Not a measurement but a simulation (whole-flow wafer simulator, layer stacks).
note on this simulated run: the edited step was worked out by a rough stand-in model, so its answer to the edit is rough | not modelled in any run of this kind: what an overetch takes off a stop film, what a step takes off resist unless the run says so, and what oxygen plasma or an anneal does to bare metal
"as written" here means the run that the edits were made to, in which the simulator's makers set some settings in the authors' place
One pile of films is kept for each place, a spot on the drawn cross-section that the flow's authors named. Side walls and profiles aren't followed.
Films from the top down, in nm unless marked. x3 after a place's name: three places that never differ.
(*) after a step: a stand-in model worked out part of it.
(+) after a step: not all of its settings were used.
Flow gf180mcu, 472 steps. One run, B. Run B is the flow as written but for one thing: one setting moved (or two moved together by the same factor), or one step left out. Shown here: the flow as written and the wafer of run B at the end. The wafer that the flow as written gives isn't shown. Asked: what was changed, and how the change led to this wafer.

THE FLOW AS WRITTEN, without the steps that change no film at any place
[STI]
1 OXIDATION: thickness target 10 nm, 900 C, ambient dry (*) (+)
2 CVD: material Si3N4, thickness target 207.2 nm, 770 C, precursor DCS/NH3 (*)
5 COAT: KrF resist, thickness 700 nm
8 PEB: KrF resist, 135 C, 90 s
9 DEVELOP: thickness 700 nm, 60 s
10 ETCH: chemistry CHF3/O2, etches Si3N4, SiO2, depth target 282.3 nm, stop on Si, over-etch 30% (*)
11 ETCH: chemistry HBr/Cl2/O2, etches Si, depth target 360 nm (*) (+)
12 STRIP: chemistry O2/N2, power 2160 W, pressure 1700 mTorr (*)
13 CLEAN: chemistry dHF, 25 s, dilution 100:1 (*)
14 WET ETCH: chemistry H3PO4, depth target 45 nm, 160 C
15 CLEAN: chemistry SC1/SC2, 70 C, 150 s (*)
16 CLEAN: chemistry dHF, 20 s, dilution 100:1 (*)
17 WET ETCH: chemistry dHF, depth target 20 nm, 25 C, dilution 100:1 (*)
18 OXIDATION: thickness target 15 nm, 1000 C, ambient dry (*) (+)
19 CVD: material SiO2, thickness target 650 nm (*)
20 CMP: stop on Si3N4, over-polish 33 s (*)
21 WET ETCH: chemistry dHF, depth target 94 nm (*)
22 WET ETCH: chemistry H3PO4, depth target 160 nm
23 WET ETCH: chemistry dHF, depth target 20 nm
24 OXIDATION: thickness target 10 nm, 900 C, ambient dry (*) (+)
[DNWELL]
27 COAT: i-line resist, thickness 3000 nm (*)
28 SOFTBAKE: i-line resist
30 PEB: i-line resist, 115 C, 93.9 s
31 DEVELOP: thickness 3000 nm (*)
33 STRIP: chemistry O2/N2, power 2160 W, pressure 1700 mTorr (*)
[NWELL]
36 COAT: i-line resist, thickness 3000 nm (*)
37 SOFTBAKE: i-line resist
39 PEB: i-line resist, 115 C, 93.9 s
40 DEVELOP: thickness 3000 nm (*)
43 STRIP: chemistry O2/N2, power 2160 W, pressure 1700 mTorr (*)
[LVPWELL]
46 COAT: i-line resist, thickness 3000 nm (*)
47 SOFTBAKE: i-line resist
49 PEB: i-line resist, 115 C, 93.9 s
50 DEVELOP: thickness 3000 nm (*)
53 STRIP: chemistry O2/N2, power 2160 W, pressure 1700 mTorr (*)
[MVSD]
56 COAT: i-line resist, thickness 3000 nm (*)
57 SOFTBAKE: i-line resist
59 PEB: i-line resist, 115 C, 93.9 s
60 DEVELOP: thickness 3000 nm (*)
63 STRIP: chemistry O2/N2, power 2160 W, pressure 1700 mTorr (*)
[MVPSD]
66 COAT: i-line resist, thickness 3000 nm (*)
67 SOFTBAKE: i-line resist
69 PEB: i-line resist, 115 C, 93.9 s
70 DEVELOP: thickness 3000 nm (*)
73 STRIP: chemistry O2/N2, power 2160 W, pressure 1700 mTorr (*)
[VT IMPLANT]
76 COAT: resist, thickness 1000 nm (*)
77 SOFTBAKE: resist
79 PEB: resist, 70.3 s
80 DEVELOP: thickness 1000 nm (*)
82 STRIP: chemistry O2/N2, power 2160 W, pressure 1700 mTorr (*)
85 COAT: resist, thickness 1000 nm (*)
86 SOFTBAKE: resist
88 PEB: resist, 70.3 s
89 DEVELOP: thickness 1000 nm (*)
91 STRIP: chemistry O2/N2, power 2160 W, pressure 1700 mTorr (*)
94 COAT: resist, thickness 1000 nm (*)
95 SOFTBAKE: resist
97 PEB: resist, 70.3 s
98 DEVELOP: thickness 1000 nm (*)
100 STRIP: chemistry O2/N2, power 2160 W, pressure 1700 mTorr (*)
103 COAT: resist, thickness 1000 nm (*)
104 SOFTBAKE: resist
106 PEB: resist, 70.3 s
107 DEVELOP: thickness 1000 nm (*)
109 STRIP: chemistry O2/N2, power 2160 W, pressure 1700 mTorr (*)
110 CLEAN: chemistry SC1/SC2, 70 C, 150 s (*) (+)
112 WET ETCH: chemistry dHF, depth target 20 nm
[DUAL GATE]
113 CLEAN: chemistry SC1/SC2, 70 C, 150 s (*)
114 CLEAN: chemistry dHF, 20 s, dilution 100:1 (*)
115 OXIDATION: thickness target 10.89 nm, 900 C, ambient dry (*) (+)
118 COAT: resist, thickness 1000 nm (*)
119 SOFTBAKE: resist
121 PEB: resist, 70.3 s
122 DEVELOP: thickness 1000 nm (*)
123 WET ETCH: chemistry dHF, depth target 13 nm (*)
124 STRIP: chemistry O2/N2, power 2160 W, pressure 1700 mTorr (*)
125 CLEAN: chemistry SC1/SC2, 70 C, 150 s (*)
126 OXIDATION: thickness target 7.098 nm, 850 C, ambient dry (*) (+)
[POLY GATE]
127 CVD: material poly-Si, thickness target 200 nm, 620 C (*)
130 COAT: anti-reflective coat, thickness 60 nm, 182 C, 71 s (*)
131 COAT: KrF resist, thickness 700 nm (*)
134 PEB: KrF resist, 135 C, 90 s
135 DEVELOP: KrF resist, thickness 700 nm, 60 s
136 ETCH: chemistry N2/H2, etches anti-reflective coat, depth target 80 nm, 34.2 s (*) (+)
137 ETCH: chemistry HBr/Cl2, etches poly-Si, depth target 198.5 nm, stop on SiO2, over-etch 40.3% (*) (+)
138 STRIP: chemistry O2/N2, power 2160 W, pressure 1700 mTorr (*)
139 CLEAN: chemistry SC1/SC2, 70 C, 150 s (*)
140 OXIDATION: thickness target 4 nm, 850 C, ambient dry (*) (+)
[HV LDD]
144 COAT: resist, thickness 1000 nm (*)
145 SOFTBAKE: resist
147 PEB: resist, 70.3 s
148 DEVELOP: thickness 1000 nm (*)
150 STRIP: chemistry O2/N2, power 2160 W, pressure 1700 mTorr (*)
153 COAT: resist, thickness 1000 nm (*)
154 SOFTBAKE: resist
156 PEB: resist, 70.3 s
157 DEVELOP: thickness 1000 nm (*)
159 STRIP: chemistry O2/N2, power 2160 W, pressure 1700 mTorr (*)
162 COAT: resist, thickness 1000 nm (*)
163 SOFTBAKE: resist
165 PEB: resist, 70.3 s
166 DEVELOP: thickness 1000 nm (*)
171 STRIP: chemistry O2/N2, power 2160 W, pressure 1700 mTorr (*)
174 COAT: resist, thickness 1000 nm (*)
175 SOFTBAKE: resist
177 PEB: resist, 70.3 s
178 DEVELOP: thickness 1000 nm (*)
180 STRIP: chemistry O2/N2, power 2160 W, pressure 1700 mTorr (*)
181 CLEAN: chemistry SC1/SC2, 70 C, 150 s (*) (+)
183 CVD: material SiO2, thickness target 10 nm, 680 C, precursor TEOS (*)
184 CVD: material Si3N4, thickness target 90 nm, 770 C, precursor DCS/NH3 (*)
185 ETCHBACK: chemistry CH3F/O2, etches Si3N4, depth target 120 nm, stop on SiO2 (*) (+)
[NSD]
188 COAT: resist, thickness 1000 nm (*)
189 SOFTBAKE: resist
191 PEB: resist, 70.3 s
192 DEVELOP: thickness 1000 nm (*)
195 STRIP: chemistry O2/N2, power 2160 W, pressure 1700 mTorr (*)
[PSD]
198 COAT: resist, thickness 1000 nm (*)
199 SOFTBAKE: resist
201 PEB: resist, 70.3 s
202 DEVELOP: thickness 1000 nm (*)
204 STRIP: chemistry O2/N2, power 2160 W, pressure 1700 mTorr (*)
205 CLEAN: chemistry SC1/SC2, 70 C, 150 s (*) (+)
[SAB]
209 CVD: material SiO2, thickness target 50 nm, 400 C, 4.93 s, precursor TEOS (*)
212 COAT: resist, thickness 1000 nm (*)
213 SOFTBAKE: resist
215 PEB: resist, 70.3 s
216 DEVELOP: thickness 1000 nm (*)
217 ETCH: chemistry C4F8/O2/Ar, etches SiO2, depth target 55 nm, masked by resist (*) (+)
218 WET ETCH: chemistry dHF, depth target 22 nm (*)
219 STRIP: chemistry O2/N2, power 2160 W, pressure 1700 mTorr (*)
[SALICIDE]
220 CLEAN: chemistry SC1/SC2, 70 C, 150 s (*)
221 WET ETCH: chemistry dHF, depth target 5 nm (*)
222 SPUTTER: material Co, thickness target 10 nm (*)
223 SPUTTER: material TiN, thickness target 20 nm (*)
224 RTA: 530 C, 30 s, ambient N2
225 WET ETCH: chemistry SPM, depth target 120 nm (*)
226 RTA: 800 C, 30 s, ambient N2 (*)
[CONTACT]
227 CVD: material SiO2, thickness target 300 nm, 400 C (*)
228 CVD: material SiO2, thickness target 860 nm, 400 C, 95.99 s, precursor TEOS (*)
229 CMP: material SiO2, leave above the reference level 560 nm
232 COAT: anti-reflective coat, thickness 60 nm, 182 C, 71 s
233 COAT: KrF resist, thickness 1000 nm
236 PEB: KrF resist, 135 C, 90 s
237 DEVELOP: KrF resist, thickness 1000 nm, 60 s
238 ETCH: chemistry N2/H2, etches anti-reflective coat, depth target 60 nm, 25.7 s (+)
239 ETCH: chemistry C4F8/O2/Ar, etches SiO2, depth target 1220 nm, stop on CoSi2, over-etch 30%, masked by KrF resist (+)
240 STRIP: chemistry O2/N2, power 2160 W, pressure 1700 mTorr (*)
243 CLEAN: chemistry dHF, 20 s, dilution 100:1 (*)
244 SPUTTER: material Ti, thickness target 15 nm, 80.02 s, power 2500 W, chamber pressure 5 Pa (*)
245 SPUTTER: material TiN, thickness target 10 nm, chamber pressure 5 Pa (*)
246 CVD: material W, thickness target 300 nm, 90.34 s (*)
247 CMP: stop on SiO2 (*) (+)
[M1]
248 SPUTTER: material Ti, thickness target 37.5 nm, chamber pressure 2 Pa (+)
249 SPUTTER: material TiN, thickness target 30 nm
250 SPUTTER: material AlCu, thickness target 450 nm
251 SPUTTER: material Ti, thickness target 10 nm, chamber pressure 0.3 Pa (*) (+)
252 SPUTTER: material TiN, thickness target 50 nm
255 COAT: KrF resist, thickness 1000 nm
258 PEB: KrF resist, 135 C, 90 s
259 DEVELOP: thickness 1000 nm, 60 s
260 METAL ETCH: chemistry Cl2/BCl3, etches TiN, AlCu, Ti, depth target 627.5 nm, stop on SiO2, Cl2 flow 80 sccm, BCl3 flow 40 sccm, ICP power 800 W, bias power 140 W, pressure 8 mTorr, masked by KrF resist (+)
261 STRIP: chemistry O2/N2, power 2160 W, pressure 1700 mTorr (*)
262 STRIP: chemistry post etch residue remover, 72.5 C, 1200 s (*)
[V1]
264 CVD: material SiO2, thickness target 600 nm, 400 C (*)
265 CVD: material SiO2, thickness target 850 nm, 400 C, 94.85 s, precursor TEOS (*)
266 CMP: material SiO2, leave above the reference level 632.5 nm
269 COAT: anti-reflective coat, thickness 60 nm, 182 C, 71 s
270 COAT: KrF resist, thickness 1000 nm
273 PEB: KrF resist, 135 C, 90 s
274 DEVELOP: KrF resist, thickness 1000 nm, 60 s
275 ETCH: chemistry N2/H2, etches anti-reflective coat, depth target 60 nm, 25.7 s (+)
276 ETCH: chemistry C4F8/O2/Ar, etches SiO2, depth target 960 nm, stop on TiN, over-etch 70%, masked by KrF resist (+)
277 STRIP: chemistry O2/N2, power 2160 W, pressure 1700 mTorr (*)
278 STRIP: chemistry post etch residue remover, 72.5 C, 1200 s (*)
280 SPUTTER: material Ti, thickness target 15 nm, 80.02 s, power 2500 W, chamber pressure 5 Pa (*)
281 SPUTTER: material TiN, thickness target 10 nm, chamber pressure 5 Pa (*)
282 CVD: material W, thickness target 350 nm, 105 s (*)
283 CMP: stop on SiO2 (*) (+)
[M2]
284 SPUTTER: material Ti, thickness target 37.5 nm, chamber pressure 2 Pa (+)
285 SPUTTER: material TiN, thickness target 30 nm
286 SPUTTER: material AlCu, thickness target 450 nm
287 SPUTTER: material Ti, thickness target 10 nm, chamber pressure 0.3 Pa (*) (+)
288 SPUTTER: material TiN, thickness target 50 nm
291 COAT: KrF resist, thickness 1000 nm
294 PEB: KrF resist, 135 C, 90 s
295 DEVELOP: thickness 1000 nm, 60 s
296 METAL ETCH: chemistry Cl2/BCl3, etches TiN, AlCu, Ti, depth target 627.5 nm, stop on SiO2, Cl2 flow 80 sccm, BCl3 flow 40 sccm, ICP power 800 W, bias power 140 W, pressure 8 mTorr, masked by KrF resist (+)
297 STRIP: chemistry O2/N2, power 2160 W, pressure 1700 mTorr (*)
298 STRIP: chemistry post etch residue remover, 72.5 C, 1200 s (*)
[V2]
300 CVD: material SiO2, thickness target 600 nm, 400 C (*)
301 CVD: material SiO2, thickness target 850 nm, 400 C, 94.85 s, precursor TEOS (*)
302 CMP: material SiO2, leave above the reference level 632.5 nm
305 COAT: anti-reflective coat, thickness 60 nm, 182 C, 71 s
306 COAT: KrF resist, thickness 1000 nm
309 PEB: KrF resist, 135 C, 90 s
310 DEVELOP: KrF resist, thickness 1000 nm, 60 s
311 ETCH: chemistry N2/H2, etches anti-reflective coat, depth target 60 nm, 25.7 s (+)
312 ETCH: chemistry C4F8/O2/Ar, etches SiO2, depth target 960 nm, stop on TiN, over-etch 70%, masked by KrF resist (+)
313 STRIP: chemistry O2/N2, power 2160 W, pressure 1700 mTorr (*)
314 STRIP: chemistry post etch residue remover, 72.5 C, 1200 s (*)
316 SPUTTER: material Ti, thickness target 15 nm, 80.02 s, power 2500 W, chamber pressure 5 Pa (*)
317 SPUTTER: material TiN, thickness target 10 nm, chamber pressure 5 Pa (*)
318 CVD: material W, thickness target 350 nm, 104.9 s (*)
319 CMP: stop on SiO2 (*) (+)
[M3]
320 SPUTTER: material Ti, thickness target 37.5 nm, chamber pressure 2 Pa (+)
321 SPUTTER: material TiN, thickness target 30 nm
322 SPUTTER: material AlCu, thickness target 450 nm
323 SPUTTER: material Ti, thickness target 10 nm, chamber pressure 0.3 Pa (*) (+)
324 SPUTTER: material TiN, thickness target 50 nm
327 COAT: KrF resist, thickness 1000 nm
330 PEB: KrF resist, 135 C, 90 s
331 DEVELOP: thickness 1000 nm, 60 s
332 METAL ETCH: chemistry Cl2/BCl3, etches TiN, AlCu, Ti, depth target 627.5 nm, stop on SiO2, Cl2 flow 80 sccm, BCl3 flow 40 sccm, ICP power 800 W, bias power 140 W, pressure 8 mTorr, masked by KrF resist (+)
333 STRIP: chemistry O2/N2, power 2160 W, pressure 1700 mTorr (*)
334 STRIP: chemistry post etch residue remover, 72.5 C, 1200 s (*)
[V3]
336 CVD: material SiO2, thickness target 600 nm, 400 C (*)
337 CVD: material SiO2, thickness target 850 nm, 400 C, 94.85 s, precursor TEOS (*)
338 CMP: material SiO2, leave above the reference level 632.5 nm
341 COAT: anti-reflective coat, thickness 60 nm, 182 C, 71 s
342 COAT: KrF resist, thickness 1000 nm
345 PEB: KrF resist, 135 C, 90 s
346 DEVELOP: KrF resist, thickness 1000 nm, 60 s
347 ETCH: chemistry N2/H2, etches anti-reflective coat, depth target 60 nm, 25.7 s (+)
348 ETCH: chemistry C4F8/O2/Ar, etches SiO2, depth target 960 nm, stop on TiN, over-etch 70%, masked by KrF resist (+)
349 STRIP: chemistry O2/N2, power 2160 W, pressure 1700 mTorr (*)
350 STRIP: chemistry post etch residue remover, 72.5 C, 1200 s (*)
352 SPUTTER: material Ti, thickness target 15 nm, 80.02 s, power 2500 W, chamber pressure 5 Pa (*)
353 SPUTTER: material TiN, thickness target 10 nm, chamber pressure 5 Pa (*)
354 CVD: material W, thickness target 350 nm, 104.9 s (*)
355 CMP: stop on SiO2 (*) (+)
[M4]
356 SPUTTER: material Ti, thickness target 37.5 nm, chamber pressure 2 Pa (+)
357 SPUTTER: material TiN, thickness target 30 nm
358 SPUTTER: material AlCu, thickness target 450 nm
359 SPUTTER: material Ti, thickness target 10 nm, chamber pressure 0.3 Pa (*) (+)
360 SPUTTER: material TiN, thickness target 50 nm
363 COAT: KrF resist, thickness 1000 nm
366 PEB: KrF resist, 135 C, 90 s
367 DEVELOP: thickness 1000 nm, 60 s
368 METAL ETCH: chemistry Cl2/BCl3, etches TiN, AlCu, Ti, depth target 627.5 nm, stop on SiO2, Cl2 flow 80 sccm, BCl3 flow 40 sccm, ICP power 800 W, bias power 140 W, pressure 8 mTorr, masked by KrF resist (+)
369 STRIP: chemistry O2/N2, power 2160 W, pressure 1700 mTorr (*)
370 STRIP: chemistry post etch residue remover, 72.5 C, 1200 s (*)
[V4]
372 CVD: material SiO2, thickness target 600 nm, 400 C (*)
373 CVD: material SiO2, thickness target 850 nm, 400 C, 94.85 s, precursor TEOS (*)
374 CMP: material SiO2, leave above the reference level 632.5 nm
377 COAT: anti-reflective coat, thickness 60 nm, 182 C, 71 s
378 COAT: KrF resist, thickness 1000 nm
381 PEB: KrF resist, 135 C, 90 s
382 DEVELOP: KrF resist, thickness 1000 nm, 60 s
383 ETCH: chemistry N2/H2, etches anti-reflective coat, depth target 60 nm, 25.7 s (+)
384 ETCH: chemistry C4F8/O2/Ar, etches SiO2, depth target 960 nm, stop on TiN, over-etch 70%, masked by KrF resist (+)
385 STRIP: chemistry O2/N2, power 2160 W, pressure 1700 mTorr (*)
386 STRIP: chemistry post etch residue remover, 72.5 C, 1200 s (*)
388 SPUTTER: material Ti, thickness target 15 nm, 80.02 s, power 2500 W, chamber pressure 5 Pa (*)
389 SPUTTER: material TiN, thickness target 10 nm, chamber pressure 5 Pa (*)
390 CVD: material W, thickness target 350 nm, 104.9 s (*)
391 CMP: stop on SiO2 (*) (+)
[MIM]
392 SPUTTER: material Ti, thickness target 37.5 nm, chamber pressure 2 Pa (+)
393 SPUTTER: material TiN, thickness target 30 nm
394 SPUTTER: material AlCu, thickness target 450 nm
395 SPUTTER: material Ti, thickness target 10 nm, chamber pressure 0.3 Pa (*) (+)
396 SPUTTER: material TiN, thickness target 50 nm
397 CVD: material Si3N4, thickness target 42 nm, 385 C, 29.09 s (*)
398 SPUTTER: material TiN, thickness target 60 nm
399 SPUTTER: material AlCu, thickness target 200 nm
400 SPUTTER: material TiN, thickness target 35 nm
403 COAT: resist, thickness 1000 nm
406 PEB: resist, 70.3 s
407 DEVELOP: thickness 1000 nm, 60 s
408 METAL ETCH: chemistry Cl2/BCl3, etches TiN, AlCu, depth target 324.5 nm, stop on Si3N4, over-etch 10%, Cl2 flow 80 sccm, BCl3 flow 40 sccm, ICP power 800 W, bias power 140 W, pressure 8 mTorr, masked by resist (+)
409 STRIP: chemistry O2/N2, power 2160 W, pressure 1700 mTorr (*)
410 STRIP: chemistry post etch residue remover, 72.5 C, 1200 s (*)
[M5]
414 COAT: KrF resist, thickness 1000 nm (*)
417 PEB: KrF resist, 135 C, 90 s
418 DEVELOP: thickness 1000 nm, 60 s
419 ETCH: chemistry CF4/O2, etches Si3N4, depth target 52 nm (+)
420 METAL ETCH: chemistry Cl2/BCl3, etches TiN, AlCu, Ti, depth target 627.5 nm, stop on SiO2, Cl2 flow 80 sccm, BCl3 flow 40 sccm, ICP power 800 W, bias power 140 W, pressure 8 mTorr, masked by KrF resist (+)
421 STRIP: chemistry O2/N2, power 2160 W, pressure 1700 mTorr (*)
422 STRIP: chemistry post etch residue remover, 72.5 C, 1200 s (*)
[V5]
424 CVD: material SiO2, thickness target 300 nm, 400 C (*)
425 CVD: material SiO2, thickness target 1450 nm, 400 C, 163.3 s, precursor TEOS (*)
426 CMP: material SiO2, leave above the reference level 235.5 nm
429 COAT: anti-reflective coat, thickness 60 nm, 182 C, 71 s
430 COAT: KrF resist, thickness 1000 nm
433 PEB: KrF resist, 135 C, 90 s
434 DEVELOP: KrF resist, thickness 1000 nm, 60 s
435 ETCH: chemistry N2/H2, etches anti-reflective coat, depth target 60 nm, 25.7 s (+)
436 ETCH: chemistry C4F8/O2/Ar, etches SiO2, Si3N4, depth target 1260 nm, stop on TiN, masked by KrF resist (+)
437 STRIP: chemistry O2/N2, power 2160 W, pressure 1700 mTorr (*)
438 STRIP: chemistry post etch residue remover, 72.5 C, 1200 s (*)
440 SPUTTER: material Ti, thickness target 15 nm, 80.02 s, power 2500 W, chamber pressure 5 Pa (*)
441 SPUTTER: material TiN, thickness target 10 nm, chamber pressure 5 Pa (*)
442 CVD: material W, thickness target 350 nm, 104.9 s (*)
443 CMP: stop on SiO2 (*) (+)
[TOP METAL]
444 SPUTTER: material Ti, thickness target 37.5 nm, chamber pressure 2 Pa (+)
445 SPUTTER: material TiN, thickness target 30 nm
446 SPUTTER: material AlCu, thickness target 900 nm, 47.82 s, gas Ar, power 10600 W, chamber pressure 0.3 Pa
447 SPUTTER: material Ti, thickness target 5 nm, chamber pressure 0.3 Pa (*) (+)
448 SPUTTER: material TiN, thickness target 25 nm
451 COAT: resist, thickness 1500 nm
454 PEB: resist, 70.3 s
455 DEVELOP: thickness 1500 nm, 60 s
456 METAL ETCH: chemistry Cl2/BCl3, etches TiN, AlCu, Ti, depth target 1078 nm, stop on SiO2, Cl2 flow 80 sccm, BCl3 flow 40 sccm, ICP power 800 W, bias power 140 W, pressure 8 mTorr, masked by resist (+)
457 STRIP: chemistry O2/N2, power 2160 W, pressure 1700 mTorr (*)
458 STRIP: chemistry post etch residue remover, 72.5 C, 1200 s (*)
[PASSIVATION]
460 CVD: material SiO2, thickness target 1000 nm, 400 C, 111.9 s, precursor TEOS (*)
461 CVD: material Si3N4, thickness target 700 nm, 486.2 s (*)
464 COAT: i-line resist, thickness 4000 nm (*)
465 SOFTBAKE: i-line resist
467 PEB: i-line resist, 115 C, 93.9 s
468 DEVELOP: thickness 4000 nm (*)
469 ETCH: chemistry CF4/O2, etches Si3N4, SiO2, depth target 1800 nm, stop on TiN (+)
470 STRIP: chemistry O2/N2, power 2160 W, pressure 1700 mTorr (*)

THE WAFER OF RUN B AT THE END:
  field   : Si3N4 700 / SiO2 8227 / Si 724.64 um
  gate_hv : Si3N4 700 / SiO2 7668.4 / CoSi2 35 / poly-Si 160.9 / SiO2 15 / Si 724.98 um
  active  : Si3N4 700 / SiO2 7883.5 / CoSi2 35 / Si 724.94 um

The cause: step 115, OXIDATION: thickness target 11.7 nm was run, where the flow has thickness target 10.89 nm.

How the change led to this, step by step:
  115 OXIDATION: thickness target 10.89 nm, 900 C, ambient dry (*) (+)
      active, n_well, p_well and 40 more: SiO2 +11.7 (new film), Si -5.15 (as written it would be: SiO2 +10.9 (new film), Si -4.79)
  123 WET ETCH: chemistry dHF, depth target 13 nm (*)
      active, n_well, p_well and 12 more: SiO2 -11.7 (all of it) (as written it would be: SiO2 -10.9 (all of it))
  189 SOFTBAKE: resist
      field__w9: resist -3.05 (as written it would be: resist +6.92)
  199 SOFTBAKE: resist
      field__w9: resist -3.05 (as written it would be: resist +6.92)
  218 WET ETCH: chemistry dHF, depth target 22 nm (*)
      ldn_tap, ldn_src, ldn_drn, ldp_tap, ldp_src, ldp_drn, ldp_gr: SiO2 -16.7 (all of it) (as written it would be: SiO2 -16 (all of it))
      ld_drn_n, ld_sd_p: SiO2 -15.5 (all of it) (as written it would be: SiO2 -14.8 (all of it))
      (and at 5 more places)
